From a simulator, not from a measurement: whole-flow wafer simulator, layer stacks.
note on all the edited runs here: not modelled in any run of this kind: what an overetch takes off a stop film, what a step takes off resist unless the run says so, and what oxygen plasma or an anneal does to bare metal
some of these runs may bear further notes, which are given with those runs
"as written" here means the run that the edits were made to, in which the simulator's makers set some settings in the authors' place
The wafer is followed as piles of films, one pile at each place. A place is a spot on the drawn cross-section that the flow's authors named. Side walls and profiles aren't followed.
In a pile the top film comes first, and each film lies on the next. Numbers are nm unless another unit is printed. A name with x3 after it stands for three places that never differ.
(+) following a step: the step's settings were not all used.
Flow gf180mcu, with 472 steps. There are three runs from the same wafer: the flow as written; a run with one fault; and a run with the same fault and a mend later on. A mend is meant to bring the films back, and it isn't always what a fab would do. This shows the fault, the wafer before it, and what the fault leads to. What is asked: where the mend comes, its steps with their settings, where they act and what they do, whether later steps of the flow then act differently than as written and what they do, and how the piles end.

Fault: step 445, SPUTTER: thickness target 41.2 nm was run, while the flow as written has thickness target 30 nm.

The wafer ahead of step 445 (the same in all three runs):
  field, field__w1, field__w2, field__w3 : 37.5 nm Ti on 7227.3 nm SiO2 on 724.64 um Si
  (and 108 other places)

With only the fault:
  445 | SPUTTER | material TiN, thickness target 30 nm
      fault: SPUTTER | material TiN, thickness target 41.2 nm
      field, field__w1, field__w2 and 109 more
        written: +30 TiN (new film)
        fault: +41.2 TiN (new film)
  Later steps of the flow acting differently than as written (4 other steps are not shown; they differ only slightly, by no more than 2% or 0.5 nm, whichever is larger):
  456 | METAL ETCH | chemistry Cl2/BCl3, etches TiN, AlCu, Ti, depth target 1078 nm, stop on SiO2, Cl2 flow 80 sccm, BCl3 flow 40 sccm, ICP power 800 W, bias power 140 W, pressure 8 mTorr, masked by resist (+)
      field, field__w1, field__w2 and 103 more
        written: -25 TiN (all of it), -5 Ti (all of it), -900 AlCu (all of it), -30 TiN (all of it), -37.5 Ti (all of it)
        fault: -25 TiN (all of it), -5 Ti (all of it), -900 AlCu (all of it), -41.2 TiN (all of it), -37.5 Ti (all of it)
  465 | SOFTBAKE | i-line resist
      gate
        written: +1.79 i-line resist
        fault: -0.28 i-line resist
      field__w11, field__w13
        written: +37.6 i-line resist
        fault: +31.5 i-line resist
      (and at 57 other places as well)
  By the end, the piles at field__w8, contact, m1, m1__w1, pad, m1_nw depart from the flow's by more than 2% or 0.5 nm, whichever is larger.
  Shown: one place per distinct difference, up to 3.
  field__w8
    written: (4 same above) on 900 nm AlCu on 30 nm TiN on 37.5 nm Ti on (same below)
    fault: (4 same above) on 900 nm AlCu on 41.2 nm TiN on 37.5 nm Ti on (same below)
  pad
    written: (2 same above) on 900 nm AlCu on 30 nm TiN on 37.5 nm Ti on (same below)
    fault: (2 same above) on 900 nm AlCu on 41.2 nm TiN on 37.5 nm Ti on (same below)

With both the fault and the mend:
  The mend follows step 445.
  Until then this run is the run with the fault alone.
  445a | METAL ETCH | chemistry Cl2/BCl3, etches TiN, AlCu, Ti, depth target 11.2 nm, Cl2 flow 80 sccm, BCl3 flow 40 sccm, ICP power 800 W, bias power 140 W, pressure 8 mTorr (the flow's step 260, run once more with other settings)
      field, field__w1, field__w2 and 109 more
        -11.2 TiN
  Later steps of the flow that are run all act as written at every place that is followed.
  At every place that both follow, the piles at the end match the flow's.
